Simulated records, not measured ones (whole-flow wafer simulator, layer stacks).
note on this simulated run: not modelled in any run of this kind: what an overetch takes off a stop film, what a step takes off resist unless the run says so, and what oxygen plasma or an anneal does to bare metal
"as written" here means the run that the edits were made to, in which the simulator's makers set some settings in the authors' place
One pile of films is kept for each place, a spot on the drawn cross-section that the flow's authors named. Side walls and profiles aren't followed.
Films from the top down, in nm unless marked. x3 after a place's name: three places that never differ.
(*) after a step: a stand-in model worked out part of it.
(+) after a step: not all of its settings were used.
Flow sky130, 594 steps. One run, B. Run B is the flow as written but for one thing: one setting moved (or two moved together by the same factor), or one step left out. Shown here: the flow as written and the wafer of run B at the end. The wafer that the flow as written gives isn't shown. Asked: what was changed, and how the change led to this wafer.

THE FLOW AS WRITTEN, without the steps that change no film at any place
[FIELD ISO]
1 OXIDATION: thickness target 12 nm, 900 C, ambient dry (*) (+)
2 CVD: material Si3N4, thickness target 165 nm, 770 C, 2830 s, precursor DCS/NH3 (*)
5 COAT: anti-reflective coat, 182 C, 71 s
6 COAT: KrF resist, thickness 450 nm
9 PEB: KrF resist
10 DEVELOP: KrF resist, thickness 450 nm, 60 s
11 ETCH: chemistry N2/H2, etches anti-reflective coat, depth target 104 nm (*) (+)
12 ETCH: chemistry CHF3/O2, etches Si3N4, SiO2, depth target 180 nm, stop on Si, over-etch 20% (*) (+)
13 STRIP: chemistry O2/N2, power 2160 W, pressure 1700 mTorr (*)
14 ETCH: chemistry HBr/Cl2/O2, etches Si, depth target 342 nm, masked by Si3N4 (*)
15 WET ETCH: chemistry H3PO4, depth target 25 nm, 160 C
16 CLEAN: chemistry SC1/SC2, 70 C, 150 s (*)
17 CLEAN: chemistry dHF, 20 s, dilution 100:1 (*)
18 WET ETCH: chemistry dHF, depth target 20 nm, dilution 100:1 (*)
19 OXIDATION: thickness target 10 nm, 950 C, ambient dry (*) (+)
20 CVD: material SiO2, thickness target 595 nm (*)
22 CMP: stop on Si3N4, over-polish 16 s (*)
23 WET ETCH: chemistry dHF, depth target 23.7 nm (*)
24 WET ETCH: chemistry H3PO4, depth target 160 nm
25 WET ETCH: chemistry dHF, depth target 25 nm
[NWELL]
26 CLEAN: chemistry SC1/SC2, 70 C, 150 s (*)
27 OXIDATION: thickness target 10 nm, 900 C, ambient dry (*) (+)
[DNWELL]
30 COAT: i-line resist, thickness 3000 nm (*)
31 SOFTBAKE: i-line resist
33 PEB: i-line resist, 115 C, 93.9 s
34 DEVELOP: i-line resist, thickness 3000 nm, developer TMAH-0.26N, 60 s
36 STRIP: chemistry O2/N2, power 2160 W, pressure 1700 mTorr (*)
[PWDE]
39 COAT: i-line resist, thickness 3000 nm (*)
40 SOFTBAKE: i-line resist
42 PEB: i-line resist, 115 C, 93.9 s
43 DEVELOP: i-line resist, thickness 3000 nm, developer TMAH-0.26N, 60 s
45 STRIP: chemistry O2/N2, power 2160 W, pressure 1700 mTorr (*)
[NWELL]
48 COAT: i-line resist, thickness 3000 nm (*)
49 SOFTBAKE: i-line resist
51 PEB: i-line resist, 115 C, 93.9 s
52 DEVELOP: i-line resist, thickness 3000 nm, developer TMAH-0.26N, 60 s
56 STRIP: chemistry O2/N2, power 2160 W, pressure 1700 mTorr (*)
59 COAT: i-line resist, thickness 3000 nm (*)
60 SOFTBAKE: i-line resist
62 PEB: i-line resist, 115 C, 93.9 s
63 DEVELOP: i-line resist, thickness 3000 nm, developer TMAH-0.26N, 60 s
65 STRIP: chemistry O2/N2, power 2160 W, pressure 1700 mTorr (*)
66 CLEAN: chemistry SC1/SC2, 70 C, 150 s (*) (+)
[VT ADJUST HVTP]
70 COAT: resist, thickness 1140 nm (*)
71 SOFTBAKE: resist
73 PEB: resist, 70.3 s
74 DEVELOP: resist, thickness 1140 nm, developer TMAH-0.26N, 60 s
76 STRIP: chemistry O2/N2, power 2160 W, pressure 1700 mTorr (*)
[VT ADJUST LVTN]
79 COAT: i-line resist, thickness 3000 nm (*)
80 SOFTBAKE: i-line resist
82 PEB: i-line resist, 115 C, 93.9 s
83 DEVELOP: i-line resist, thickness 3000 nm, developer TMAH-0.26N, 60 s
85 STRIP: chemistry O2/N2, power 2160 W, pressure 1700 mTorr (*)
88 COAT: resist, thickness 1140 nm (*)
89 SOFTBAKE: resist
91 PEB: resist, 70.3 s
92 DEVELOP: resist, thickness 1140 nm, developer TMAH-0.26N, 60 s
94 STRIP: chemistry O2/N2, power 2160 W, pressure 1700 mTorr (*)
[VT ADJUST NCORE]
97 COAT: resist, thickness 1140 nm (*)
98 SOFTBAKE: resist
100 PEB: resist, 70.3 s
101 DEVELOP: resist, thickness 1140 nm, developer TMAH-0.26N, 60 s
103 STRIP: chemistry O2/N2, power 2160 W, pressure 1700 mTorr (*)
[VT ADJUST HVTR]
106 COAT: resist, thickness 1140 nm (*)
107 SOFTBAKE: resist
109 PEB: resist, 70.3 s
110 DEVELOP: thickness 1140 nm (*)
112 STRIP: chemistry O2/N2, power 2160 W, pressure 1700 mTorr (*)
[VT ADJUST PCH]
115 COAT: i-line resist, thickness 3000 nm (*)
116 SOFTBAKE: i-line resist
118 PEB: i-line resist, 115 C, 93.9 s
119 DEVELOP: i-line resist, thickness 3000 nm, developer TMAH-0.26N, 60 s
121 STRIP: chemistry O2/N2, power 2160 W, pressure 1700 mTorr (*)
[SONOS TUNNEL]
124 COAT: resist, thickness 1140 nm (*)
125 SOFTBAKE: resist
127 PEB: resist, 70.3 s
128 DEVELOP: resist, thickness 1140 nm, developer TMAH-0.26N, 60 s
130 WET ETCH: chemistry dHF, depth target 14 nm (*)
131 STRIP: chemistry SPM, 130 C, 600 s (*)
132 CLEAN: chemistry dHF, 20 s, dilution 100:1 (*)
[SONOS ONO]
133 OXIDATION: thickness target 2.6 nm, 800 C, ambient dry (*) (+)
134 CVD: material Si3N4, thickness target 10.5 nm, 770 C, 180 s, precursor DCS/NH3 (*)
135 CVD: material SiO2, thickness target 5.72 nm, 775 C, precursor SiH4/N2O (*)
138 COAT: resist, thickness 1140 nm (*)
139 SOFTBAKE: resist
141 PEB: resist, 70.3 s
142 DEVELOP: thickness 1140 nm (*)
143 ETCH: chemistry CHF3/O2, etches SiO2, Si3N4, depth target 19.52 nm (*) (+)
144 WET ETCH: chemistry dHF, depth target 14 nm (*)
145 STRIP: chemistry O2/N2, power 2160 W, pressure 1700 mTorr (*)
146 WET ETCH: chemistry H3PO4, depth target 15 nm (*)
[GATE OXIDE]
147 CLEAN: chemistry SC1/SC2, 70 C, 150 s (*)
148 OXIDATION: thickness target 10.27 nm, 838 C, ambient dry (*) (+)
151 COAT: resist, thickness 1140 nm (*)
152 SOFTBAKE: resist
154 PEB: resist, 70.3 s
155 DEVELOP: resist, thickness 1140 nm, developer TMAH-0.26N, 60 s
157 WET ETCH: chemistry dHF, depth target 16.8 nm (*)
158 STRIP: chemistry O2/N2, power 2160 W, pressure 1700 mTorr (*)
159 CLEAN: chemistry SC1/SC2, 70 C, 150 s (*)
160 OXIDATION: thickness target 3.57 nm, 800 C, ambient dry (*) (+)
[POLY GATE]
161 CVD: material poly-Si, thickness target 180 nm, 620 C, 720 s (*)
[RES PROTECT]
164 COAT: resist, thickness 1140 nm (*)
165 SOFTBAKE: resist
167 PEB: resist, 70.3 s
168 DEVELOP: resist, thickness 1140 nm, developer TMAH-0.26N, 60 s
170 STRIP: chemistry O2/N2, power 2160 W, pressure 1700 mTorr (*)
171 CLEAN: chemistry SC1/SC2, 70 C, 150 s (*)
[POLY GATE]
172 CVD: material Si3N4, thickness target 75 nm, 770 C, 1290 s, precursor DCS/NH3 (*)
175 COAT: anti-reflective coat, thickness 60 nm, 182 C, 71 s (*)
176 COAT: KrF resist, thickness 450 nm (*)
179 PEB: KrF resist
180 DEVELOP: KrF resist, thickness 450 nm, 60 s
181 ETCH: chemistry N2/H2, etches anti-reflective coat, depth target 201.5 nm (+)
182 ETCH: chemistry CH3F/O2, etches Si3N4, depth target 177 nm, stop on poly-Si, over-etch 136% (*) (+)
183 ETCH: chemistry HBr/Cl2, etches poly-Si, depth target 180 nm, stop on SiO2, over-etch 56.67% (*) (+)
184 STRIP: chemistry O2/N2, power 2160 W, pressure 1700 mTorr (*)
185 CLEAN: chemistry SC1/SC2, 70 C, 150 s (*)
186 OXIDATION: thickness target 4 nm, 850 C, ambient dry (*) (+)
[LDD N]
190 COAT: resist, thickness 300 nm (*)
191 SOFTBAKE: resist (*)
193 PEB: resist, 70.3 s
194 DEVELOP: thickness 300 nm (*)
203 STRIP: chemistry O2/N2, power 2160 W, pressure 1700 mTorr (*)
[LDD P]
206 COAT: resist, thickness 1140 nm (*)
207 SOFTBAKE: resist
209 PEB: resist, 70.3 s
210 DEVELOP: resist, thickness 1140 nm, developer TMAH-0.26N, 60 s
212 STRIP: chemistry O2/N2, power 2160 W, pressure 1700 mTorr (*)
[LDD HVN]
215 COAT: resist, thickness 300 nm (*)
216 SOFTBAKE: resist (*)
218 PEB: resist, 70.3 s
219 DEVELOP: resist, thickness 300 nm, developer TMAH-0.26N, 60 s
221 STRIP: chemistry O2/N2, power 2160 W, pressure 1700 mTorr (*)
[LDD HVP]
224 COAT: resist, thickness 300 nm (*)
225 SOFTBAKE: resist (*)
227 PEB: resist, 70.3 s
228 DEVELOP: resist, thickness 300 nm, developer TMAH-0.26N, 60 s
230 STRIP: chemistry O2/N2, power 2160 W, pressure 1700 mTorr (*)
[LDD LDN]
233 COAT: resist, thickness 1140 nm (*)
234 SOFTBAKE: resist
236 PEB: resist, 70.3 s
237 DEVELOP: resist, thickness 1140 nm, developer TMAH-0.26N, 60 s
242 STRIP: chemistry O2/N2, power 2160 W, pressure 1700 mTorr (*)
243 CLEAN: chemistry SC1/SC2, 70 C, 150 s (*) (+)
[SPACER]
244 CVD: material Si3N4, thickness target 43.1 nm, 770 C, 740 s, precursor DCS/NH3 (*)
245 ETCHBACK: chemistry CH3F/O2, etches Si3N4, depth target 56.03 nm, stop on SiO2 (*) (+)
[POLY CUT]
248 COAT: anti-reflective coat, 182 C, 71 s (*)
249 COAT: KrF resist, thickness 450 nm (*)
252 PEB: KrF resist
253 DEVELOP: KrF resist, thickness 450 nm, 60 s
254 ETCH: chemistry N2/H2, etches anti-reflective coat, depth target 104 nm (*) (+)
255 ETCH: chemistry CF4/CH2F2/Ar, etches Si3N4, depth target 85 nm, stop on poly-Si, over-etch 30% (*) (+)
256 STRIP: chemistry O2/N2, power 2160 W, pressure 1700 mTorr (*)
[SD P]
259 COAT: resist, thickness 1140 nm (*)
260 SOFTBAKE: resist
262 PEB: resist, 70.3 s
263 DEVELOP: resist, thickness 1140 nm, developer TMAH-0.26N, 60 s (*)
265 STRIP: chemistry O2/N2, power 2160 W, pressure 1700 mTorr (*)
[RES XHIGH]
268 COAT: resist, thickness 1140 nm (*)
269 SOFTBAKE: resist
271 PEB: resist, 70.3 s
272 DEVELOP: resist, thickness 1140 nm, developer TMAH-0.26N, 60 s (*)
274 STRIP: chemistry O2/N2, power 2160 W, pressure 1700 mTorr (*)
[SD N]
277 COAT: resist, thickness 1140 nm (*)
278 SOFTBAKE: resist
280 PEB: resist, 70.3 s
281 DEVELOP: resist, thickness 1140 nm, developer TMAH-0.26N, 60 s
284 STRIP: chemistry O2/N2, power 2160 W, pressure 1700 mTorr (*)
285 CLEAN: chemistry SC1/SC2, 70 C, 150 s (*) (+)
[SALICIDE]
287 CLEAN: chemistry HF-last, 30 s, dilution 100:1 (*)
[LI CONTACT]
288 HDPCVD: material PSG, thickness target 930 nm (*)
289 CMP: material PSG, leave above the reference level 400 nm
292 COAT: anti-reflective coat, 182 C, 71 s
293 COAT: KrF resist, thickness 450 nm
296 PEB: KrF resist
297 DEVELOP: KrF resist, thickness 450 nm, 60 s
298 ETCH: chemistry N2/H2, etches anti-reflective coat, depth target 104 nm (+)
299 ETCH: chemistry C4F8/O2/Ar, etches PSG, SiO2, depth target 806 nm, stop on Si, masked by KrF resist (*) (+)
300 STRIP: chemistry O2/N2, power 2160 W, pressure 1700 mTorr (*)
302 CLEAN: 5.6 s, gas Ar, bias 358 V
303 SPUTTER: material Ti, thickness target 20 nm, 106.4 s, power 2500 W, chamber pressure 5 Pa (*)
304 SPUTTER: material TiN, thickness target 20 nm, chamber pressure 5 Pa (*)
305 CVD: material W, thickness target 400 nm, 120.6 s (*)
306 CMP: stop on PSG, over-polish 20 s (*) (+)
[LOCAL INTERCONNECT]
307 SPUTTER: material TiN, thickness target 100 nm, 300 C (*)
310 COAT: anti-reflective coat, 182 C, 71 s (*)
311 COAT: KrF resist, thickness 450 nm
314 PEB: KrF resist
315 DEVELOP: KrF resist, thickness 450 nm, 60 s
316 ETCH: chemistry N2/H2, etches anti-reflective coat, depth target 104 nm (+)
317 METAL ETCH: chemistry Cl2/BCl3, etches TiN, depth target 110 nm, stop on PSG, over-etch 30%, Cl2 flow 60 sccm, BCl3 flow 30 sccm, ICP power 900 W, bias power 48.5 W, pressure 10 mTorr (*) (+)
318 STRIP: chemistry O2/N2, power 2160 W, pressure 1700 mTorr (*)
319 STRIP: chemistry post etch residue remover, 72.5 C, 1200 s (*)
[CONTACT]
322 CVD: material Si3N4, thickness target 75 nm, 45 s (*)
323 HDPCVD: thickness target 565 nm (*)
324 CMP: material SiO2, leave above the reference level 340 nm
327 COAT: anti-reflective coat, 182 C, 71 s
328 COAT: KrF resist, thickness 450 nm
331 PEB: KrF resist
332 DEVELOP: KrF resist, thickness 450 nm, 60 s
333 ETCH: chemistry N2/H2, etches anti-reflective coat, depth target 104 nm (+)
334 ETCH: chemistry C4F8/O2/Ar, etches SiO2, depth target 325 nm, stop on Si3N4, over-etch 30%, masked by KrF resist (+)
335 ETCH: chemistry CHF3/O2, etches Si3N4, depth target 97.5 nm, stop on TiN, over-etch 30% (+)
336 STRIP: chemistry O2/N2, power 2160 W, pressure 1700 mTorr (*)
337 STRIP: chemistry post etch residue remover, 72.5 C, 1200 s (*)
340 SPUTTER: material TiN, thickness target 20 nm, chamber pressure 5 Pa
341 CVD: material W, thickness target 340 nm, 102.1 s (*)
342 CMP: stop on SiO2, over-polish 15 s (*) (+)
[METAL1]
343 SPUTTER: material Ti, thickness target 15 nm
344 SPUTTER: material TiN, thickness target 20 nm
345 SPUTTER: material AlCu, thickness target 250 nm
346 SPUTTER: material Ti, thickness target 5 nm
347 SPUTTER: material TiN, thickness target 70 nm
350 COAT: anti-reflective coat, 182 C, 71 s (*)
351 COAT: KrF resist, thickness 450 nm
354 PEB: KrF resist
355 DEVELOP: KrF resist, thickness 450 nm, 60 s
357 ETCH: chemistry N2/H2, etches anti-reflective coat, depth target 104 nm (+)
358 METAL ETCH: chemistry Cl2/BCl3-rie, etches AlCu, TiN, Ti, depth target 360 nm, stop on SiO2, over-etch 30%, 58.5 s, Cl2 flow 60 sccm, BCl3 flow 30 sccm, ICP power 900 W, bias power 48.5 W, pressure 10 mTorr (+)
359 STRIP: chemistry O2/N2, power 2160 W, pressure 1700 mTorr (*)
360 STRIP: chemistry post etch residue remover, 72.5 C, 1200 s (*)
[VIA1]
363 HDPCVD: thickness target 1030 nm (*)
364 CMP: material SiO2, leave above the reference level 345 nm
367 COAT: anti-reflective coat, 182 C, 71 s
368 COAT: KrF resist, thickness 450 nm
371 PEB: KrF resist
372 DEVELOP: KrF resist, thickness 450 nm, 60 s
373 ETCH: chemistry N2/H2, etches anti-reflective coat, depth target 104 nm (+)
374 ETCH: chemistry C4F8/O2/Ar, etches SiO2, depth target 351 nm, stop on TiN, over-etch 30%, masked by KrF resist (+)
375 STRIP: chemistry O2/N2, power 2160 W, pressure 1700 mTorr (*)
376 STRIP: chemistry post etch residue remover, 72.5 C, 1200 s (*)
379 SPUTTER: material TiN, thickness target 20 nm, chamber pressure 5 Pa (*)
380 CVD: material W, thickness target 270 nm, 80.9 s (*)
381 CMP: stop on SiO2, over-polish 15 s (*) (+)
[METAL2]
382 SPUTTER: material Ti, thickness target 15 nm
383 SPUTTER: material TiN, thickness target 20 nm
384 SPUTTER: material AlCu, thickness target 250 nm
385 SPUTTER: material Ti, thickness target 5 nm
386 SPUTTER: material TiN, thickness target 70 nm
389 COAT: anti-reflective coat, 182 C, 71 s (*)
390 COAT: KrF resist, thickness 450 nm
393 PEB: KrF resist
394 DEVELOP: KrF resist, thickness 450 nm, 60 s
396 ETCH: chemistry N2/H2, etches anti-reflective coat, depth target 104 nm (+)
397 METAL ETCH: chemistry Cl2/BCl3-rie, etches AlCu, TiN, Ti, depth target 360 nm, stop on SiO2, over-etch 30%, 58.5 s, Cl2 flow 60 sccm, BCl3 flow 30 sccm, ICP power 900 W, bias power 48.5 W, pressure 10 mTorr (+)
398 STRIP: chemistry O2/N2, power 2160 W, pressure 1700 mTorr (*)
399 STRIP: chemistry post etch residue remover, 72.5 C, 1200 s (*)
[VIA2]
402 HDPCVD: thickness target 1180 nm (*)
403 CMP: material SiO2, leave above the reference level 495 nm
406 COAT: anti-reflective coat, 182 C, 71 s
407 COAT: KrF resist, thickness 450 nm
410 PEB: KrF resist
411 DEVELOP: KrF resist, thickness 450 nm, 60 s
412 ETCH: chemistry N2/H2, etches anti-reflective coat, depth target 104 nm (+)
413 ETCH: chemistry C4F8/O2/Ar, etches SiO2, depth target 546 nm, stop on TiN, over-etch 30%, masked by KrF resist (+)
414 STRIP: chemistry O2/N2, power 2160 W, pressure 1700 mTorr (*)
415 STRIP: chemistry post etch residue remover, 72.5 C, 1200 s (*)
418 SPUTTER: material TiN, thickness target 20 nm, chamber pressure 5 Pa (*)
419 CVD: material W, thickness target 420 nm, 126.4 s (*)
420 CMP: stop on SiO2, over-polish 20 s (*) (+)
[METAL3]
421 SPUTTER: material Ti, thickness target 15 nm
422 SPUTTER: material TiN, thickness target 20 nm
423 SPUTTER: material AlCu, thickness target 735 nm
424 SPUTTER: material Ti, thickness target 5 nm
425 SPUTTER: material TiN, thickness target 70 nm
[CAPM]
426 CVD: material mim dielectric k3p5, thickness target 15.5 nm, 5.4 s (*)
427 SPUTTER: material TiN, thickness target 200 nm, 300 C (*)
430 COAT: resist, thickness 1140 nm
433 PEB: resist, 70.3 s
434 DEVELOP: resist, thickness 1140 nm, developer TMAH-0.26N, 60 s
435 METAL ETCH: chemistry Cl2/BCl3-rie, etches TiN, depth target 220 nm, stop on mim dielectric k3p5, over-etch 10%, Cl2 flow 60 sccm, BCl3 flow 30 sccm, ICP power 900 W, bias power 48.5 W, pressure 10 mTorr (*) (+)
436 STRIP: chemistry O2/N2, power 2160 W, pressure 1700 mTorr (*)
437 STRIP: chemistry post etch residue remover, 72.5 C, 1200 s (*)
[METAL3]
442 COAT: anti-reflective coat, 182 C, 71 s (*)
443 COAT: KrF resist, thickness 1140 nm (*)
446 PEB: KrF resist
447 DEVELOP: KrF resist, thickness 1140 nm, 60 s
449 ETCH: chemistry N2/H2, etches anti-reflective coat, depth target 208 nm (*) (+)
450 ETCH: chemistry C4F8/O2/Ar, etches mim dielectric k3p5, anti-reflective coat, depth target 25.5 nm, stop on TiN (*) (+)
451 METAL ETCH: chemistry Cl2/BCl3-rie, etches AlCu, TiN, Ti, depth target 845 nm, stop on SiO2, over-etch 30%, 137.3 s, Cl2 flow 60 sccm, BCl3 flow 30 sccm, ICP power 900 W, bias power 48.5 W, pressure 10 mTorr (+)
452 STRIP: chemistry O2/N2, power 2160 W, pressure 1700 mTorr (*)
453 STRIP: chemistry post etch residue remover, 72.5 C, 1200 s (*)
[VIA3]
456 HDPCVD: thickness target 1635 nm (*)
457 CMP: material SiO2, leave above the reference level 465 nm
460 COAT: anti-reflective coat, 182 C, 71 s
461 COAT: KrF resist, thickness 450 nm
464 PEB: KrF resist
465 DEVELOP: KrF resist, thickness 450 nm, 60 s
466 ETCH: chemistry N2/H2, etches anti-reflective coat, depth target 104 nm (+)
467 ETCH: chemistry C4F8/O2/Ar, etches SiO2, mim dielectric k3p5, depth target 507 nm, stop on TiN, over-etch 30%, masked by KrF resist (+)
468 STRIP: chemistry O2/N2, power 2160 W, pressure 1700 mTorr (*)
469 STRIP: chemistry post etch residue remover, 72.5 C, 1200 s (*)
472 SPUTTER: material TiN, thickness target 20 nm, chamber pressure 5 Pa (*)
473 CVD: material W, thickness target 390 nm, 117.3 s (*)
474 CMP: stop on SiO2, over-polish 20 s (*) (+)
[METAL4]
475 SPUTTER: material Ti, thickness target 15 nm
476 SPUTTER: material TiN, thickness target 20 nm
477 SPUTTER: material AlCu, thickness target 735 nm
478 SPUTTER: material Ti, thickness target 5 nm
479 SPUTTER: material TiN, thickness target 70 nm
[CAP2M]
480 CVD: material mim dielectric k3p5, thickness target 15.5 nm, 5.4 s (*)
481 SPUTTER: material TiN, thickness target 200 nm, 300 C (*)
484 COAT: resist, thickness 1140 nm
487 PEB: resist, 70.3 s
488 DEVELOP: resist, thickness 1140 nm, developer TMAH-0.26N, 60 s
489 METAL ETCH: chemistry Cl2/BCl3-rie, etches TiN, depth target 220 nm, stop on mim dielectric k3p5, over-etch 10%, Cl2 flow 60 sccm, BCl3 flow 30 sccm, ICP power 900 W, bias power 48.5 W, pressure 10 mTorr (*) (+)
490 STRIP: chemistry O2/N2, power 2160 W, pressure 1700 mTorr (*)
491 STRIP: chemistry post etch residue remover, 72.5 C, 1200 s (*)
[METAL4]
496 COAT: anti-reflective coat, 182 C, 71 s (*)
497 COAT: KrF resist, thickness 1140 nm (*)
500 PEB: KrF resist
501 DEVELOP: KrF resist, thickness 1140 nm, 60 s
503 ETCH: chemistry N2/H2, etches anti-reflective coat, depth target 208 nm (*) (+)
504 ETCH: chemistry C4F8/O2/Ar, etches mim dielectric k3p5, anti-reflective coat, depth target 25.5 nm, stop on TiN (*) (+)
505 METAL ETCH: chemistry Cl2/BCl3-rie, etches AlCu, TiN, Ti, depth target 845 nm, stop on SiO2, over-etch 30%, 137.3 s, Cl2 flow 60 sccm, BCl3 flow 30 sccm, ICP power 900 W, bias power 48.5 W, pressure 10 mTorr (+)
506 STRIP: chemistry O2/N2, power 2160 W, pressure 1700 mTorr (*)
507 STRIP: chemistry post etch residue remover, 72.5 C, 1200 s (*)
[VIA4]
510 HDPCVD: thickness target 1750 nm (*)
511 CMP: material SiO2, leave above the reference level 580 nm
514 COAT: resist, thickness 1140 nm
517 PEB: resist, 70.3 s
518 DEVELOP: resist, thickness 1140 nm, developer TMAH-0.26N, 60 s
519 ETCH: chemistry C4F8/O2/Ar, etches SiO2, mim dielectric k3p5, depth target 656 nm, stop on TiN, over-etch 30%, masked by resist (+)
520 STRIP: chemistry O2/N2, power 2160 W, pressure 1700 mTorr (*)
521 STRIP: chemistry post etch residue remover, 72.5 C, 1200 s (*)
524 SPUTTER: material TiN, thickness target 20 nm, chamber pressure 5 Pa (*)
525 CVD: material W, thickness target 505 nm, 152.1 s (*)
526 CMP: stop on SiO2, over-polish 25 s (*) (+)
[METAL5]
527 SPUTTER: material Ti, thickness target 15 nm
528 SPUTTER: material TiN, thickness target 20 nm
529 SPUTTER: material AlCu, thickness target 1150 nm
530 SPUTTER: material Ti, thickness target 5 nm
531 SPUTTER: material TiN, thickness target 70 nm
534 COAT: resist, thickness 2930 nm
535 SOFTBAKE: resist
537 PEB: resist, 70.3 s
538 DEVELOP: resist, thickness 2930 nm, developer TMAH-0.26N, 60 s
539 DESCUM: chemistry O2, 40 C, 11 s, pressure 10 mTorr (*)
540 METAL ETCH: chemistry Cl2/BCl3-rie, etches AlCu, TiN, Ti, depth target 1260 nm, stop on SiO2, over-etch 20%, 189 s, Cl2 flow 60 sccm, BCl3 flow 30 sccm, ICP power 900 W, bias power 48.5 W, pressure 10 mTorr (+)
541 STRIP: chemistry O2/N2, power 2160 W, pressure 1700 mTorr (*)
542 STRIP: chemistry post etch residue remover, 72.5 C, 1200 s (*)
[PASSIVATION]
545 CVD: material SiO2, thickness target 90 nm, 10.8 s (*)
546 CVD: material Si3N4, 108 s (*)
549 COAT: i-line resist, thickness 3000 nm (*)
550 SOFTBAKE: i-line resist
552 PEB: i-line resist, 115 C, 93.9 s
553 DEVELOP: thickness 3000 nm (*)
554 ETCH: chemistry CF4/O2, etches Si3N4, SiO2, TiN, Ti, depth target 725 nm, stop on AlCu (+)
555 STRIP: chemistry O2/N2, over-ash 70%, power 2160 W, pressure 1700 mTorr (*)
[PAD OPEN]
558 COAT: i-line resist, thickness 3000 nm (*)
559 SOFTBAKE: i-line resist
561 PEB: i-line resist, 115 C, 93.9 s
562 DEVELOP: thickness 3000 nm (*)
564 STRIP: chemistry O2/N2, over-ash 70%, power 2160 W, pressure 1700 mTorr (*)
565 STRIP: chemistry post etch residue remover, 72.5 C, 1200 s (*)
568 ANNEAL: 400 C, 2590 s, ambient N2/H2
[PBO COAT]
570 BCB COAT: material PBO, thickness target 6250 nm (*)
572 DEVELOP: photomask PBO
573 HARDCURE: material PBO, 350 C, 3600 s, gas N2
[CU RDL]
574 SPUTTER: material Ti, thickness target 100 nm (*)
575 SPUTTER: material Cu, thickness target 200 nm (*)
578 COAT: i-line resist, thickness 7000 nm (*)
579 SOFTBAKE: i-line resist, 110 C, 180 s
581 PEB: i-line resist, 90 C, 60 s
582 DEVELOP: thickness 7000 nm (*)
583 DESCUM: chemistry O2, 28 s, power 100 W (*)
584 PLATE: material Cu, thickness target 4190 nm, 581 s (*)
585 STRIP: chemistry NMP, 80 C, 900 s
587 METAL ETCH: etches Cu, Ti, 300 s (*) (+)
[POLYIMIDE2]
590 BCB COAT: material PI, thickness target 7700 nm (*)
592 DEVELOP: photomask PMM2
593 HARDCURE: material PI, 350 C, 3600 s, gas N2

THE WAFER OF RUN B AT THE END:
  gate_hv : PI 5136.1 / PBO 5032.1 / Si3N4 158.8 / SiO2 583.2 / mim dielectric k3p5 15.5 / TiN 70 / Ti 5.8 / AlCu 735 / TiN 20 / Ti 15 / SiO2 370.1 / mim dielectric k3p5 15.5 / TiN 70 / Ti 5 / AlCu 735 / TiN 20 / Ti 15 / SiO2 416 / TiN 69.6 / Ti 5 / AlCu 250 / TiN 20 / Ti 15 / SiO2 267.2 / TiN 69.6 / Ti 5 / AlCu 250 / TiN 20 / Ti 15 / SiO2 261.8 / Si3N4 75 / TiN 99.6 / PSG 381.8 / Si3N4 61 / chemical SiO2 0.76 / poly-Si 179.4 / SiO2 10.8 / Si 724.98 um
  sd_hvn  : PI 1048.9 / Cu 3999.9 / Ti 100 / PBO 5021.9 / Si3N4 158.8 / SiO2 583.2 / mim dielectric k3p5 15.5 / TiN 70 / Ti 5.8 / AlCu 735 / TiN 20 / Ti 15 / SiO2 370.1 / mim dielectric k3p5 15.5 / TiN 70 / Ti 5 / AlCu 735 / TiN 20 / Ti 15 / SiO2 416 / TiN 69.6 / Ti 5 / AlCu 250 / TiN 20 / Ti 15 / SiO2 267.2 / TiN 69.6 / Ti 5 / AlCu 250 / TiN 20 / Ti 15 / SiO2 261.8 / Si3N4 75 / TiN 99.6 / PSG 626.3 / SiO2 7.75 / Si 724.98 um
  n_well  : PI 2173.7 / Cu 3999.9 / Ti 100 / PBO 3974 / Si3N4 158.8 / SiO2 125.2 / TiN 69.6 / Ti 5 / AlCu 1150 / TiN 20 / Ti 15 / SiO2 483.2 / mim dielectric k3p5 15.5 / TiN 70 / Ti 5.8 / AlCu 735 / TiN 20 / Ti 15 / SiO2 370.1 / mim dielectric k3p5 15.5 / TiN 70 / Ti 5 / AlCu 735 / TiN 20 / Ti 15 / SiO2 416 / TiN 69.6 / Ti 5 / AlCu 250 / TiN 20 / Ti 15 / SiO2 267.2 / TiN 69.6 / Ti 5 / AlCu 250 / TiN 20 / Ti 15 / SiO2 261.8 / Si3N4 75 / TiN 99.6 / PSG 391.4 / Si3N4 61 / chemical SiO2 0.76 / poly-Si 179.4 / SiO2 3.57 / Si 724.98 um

The cause: step 478, SPUTTER: thickness target 5.8 nm was run, where the flow has thickness target 5 nm.
It can be read off the wafer: gate_hv has Ti 5.8, and step 478 as written asks for 5 nm.

How the change led to this, step by step:
  478 SPUTTER: material Ti, thickness target 5 nm
      field, active, n_well and 189 more: Ti +5.8 (new film) (as written it would be: Ti +5 (new film))
  505 METAL ETCH: chemistry Cl2/BCl3-rie, etches AlCu, TiN, Ti, depth target 845 nm, stop on SiO2, over-etch 30%, 137.3 s, Cl2 flow 60 sccm, BCl3 flow 30 sccm, ICP power 900 W, bias power 48.5 W, pressure 10 mTorr (+)
      field, gate, spacer and 68 more: TiN -70 (all of it), Ti -5.8 (all of it), AlCu -735 (all of it), TiN -20 (all of it), Ti -15 (all of it), SiO2 -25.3 (as written it would be: TiN -70 (all of it), Ti -5 (all of it), AlCu -735 (all of it), TiN -20 (all of it), Ti -15 (all of it), SiO2 -25.4)
      active, vpp_iso1, mim_edge_plate and 14 more: TiN -70 (all of it), Ti -5.8 (all of it), AlCu -735 (all of it), TiN -20 (all of it), Ti -15 (all of it), SiO2 -25.3 (as written it would be: TiN -70 (all of it), Ti -5 (all of it), AlCu -735 (all of it), TiN -20 (all of it), Ti -15 (all of it), SiO2 -25.3)
